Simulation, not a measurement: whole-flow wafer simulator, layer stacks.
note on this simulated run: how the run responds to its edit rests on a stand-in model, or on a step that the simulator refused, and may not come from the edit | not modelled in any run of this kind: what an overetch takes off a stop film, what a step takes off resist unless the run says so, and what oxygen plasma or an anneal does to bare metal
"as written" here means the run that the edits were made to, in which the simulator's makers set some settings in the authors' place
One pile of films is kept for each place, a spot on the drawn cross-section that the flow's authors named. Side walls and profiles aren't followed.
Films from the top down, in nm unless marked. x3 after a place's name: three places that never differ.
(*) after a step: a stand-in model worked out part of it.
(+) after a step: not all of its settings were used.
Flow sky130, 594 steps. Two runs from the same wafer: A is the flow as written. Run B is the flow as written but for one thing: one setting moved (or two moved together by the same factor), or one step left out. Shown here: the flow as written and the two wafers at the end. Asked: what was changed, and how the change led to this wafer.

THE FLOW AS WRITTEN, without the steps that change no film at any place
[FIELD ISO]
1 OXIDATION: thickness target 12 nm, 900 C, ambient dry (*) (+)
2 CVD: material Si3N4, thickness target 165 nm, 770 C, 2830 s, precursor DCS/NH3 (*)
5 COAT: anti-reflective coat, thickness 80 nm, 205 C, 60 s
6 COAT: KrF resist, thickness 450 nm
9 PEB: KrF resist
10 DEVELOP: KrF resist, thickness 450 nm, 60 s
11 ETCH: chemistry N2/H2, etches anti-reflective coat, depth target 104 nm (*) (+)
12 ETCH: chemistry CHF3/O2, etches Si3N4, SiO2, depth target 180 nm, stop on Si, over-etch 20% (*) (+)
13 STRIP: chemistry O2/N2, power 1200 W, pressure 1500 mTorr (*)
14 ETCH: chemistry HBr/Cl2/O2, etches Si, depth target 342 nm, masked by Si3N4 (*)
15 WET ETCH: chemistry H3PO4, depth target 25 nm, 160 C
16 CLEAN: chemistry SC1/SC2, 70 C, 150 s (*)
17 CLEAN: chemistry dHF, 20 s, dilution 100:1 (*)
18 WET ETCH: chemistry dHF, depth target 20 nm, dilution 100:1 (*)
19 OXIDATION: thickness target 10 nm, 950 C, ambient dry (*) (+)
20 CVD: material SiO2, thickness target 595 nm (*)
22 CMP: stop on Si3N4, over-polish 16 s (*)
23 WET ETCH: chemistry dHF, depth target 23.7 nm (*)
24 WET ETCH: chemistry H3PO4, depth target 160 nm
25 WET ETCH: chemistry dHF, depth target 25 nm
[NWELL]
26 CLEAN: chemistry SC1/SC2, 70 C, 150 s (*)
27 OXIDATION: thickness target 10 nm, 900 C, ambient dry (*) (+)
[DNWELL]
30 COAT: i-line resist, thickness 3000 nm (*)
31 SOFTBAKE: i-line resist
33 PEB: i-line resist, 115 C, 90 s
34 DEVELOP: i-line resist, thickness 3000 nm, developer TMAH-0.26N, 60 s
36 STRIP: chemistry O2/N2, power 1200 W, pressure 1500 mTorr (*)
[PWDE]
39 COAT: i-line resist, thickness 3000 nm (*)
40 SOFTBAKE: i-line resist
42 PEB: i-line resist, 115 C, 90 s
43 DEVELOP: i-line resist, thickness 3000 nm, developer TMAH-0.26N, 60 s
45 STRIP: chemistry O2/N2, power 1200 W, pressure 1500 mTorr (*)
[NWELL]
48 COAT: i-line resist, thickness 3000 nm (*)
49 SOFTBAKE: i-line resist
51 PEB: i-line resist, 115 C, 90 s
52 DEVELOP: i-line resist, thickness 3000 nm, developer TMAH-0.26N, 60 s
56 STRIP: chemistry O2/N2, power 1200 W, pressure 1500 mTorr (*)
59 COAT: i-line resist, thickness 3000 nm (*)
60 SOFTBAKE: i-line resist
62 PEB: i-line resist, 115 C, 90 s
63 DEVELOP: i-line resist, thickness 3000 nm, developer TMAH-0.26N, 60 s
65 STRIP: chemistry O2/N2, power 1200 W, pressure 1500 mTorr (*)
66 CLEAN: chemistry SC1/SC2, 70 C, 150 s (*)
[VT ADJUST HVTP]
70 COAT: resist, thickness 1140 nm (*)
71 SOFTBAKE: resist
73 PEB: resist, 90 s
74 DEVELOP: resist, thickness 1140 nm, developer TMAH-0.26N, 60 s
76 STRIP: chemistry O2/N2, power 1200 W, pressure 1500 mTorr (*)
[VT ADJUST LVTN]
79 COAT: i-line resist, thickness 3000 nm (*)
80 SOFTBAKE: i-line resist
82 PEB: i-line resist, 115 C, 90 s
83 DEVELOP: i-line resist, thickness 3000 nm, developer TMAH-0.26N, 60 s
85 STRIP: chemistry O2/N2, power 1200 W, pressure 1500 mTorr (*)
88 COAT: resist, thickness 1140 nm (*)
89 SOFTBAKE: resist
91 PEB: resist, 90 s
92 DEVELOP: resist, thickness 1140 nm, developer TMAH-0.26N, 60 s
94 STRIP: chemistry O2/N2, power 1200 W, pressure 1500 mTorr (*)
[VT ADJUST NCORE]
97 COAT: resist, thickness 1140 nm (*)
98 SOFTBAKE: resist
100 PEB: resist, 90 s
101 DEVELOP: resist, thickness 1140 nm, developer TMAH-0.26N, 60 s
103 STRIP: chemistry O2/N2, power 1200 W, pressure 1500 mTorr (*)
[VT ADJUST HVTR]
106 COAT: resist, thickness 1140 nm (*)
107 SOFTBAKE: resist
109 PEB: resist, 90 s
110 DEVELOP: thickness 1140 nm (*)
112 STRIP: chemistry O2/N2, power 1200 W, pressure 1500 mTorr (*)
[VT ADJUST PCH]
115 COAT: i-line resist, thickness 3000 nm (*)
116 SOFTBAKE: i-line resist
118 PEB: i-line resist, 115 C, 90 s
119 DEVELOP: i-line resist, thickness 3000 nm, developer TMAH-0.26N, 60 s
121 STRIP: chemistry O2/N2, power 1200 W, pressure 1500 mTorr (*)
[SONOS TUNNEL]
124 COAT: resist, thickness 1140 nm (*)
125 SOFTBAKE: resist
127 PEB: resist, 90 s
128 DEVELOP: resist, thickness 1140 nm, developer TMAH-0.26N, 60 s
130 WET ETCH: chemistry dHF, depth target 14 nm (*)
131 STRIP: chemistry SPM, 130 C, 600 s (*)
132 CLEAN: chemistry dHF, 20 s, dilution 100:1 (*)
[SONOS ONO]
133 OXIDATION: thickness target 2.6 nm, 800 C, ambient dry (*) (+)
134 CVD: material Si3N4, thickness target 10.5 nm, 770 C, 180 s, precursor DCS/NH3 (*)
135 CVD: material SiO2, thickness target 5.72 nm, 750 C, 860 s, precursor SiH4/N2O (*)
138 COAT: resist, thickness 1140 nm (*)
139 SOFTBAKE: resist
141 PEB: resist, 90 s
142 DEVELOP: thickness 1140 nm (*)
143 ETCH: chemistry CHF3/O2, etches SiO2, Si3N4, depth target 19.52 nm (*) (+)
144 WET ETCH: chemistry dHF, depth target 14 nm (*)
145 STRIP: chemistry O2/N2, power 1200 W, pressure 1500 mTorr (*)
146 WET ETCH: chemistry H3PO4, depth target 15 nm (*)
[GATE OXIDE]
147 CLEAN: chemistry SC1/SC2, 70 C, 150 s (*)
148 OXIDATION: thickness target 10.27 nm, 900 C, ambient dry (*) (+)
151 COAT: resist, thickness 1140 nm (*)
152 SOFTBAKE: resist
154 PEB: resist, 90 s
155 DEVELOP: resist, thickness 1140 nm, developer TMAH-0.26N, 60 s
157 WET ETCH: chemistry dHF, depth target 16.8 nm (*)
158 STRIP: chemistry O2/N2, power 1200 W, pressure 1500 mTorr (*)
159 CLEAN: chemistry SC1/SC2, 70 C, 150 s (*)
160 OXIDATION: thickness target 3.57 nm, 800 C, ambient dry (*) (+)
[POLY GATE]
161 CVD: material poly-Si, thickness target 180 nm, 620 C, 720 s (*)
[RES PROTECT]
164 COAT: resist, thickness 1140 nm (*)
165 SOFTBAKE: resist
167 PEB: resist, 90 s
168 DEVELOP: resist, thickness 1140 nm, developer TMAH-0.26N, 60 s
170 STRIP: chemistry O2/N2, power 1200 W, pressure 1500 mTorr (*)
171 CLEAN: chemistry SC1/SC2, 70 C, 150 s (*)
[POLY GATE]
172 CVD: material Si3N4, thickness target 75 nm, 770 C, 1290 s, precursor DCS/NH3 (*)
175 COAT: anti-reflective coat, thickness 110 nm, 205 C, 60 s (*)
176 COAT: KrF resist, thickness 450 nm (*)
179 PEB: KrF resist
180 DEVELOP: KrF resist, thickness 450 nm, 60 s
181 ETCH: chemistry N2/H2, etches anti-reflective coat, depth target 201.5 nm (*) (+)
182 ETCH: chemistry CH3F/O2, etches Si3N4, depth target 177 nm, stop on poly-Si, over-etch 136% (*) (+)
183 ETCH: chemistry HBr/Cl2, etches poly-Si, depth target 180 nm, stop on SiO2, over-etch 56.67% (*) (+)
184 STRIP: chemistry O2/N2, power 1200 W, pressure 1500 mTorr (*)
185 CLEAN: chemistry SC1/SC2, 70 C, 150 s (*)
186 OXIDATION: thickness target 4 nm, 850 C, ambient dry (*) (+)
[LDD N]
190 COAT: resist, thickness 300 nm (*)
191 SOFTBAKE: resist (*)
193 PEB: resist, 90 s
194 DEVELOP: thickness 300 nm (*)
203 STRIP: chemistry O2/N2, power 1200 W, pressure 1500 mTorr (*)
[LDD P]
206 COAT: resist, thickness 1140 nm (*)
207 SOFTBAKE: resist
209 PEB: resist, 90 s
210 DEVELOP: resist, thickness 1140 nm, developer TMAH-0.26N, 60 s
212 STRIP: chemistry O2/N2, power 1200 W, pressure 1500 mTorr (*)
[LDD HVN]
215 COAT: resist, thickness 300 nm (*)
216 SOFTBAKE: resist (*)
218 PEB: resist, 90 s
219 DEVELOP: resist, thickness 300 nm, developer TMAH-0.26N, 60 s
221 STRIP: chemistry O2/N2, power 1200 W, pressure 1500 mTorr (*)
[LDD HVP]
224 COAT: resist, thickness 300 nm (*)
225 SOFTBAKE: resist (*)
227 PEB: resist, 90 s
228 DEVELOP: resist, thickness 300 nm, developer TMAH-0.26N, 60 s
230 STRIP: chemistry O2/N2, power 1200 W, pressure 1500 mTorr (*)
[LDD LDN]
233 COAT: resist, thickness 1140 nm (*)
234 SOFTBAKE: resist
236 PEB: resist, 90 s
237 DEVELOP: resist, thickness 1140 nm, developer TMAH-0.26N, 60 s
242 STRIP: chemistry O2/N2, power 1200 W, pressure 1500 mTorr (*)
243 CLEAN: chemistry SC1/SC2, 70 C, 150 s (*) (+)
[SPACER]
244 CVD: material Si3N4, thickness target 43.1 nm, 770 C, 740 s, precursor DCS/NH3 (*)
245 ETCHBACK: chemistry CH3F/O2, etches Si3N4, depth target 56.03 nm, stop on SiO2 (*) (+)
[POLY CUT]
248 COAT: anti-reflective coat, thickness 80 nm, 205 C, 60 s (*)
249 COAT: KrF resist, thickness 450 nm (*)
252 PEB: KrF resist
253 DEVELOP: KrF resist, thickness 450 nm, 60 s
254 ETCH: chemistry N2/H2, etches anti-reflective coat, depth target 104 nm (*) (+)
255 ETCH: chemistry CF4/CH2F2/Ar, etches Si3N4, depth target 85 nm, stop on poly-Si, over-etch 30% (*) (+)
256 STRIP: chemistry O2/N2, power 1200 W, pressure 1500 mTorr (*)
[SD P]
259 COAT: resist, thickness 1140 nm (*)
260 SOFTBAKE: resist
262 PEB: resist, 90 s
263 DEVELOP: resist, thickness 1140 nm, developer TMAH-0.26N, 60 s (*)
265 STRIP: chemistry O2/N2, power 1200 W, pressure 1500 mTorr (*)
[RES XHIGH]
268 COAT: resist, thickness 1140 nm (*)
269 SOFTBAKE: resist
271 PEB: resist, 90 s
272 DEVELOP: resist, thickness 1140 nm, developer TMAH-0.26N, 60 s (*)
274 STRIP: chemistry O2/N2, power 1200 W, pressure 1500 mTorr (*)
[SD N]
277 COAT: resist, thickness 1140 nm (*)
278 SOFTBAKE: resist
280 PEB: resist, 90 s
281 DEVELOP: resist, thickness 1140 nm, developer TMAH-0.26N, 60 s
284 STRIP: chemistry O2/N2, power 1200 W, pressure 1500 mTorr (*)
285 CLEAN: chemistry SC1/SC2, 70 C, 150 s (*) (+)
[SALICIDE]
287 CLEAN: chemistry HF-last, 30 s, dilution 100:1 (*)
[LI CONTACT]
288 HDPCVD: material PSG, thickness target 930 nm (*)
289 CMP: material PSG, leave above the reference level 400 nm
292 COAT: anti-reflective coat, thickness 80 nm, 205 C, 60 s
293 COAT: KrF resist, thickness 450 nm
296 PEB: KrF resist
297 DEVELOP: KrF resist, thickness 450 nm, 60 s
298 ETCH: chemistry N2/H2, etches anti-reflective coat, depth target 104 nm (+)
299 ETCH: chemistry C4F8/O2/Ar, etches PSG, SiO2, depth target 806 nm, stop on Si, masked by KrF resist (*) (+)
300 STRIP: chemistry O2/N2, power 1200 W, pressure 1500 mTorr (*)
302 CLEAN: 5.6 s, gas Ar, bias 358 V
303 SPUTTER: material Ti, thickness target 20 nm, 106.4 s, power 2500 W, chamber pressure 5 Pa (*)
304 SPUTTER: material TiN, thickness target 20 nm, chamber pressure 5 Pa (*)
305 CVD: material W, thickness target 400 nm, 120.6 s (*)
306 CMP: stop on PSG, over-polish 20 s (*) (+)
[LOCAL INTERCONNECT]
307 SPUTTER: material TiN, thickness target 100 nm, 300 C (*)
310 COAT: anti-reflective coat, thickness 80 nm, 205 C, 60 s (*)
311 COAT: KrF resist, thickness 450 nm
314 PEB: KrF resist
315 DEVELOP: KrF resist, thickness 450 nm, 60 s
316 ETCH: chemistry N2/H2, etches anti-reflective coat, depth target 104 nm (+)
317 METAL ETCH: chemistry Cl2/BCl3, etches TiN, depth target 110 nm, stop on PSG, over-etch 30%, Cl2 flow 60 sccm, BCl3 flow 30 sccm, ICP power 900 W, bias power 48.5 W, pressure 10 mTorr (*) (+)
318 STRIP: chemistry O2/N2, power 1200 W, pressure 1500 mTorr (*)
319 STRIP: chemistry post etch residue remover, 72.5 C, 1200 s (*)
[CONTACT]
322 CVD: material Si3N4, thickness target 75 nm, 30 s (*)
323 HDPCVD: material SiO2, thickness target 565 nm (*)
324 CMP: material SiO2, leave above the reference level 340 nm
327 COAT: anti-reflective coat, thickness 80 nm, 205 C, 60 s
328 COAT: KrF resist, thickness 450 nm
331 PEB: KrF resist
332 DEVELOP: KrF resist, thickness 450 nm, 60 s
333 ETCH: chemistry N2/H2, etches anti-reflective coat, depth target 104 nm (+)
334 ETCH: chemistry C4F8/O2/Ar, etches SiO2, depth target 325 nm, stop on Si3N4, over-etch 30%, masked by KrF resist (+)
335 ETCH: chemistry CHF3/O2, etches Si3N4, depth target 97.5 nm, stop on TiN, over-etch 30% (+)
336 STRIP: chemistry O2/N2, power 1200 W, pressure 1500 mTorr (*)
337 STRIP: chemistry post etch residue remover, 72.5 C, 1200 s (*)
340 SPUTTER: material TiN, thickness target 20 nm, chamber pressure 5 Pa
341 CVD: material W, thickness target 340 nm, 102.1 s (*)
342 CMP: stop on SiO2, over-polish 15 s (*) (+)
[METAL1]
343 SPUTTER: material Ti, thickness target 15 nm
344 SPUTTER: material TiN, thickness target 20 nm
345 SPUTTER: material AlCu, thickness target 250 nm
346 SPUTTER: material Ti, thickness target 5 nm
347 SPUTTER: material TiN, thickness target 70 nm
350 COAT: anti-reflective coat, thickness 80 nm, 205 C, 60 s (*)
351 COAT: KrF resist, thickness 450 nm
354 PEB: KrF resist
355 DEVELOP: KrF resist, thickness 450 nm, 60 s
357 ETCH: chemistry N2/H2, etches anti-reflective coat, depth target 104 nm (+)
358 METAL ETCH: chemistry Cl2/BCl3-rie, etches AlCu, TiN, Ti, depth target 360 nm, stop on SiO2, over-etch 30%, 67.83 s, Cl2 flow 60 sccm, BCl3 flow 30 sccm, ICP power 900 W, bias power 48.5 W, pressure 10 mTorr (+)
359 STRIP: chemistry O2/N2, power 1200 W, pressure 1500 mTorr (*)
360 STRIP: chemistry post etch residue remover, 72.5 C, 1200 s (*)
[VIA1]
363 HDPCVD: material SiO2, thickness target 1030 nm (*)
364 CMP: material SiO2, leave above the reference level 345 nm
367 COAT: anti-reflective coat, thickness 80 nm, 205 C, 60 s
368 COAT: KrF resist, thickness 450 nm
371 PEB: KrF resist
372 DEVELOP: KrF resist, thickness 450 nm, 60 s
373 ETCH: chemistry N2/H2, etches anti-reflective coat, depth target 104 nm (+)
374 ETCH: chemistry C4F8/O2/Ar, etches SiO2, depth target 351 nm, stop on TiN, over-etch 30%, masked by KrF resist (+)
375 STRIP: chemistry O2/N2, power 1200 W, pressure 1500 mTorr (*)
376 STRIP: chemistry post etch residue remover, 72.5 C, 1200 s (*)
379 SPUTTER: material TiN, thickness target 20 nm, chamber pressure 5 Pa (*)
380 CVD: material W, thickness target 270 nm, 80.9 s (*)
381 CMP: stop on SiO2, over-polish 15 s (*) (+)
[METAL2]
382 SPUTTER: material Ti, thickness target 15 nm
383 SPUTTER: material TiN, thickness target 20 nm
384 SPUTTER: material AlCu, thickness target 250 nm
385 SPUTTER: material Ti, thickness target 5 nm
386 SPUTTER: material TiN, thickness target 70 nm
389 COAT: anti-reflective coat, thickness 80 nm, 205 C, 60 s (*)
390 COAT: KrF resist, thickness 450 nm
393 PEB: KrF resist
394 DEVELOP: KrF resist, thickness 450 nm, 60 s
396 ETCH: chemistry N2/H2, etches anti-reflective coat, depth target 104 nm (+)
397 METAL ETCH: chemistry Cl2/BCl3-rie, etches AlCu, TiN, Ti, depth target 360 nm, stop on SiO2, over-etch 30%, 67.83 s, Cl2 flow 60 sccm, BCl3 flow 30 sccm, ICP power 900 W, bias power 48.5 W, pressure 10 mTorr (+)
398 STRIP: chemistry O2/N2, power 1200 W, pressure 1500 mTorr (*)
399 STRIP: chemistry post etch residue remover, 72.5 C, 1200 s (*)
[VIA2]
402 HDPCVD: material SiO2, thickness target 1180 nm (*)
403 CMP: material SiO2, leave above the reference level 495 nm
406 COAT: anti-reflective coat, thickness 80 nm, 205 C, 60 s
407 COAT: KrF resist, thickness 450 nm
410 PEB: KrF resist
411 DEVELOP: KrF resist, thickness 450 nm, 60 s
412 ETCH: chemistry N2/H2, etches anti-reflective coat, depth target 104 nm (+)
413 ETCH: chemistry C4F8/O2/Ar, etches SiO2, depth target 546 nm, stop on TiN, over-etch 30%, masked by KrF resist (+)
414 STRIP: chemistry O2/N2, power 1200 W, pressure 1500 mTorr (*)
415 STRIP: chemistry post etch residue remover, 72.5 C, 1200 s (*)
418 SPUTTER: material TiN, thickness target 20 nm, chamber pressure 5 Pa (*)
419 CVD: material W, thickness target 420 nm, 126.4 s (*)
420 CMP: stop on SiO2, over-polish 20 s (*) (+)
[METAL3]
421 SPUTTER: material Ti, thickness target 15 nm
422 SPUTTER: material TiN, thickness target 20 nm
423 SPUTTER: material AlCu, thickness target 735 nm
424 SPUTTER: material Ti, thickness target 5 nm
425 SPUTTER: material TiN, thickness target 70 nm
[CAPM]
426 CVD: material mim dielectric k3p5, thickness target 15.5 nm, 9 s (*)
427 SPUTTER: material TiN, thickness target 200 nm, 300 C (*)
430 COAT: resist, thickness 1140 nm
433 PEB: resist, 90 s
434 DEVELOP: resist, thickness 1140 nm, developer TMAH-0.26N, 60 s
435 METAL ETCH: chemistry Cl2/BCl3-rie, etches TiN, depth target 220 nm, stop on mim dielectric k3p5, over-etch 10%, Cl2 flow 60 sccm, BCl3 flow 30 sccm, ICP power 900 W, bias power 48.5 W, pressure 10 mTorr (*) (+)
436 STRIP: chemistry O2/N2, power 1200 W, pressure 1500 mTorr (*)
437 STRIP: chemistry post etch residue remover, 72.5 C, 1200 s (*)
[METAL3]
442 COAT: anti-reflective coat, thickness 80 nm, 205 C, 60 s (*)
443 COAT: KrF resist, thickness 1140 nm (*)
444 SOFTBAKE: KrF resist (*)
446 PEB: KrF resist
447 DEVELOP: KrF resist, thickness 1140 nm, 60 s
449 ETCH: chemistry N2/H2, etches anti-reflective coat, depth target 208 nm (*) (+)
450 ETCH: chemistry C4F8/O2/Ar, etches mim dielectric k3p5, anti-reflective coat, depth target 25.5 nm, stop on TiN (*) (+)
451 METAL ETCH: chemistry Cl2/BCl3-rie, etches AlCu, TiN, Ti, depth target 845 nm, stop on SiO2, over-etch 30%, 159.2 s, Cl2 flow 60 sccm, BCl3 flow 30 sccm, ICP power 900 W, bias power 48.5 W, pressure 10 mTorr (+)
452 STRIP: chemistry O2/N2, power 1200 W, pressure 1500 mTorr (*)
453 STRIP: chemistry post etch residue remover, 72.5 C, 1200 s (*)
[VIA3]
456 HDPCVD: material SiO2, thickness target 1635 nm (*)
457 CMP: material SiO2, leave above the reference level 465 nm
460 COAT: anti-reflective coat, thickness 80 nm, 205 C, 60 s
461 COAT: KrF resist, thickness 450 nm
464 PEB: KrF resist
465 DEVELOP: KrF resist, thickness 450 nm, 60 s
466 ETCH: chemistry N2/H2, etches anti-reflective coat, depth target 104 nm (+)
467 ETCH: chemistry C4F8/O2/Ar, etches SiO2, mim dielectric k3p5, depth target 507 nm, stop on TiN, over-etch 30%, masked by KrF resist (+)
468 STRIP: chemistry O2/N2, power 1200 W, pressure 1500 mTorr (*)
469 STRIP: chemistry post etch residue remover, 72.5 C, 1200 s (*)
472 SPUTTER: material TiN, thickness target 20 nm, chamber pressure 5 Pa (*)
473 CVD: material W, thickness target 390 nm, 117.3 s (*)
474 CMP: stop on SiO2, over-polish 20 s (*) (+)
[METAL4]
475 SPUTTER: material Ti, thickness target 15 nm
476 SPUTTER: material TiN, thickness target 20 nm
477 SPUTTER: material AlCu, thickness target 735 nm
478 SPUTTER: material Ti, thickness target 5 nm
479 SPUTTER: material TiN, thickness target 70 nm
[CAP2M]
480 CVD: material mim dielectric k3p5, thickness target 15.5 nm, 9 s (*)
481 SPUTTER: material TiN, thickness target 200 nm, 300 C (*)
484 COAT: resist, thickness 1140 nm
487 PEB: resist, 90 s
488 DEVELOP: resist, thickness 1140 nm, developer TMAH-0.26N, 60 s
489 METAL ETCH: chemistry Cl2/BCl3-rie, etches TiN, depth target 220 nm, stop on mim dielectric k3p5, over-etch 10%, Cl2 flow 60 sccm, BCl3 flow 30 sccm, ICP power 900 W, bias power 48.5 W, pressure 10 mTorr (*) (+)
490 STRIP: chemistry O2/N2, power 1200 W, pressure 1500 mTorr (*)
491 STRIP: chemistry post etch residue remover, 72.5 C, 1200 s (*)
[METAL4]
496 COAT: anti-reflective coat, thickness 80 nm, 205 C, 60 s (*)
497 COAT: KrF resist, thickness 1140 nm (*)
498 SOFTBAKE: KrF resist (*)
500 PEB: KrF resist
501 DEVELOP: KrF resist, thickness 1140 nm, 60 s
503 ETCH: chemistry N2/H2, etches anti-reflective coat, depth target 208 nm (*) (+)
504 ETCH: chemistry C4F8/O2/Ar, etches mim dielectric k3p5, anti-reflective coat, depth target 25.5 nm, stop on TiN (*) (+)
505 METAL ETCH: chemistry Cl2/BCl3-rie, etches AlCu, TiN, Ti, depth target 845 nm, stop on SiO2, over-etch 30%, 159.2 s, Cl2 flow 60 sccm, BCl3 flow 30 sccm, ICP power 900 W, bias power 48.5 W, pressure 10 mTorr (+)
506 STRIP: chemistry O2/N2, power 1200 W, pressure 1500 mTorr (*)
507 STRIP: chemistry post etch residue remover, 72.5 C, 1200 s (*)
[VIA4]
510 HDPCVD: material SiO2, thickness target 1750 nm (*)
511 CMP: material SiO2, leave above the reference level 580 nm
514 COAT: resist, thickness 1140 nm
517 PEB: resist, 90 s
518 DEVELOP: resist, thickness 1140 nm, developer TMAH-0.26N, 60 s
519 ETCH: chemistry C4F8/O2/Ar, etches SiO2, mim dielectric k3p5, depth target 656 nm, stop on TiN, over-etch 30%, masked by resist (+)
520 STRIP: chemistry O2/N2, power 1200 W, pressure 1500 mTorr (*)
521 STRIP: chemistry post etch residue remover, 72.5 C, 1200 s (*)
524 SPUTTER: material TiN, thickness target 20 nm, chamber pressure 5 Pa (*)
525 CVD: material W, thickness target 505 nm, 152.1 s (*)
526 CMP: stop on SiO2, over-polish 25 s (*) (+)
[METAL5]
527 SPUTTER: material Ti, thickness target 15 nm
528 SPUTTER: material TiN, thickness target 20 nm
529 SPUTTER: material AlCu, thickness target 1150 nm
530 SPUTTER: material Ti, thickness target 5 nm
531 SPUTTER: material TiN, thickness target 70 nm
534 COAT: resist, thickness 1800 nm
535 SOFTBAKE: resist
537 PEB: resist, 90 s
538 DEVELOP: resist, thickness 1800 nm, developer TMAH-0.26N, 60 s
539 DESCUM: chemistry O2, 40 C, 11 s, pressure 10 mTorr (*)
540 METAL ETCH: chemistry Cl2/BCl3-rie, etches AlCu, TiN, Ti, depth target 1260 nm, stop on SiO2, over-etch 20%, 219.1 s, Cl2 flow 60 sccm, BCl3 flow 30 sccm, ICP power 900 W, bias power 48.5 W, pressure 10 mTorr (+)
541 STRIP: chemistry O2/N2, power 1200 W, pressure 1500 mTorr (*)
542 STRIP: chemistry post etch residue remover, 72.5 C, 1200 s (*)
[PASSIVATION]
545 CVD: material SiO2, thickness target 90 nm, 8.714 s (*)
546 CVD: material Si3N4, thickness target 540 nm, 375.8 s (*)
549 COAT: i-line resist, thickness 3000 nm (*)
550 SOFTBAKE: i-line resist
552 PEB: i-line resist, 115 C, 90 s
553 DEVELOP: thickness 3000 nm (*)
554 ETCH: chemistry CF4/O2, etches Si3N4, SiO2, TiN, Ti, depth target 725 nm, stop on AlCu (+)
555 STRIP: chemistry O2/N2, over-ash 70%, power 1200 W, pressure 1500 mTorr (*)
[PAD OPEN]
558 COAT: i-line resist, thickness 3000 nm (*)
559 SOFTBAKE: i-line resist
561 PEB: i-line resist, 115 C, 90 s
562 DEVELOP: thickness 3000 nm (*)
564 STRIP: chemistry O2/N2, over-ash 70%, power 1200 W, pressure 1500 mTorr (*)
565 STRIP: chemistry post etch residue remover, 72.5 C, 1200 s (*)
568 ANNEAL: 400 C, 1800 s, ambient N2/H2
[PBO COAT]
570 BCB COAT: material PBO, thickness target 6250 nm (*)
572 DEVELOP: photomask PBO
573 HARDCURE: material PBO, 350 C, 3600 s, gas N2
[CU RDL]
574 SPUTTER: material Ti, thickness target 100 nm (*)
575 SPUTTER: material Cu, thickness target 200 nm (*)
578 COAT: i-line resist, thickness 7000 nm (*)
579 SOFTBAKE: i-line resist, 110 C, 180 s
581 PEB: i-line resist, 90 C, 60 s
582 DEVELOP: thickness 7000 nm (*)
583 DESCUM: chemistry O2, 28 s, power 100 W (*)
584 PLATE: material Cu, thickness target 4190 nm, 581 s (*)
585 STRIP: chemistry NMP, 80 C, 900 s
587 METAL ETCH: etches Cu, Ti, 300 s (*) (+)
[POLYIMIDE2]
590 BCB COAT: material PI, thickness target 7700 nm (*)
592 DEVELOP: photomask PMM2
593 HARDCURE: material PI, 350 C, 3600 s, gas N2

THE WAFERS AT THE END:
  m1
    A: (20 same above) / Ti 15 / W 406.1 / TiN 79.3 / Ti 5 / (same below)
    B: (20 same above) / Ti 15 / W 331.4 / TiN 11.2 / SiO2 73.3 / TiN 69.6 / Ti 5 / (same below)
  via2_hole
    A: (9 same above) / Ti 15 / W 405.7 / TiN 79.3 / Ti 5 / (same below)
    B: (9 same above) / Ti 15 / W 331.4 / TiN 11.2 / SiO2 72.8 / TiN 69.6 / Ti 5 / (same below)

The cause: step 412, ETCH: depth target 72.8 nm was run, where the flow has depth target 104 nm; step 413, ETCH: depth target 382 nm was run, where the flow has depth target 546 nm.

How the change led to this, step by step:
  412 ETCH: chemistry N2/H2, etches anti-reflective coat, depth target 104 nm (+)
      m1, via2_hole: A anti-reflective coat -80 (all of it), SiO2 -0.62 | B anti-reflective coat -72.8
      field, active, n_well and 186 more: A KrF resist -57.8 | B KrF resist -40.4
  413 ETCH: chemistry C4F8/O2/Ar, etches SiO2, depth target 546 nm, stop on TiN, over-etch 30%, masked by KrF resist (+)
      m1: A SiO2 -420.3 (all of it) | B anti-reflective coat -7.2 (all of it), SiO2 -347.6
      via2_hole: A SiO2 -419.8 (all of it) | B anti-reflective coat -7.2 (all of it), SiO2 -347.6
      (and at 189 more places)
  414 STRIP: chemistry O2/N2, power 1200 W, pressure 1500 mTorr (*)
      field, active, n_well and 186 more: A KrF resist -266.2 (all of it), anti-reflective coat -80 (all of it) | B KrF resist -316.4 (all of it), anti-reflective coat -80 (all of it)
  418 SPUTTER: material TiN, thickness target 20 nm, chamber pressure 5 Pa (*)
      m1, via2_hole: A TiN +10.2 | B TiN +11.2 (new film)
  419 CVD: material W, thickness target 420 nm, 126.4 s (*)
      m1: A W +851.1 (new film) | B W +776.5 (new film)
      via2_hole: A W +850.7 (new film) | B W +776.5 (new film)
Counting metal films that touch as one body, m1 has 3 bodies (between them, from the top down: SiO2 73.3; SiO2 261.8 / Si3N4 75); the flow as written gives 2 bodies (between them, from the top down: SiO2 261.8 / Si3N4 75).
Counting metal films that touch as one body, via2_hole has 2 bodies (between them, from the top down: SiO2 72.8); the flow as written gives 1 body.
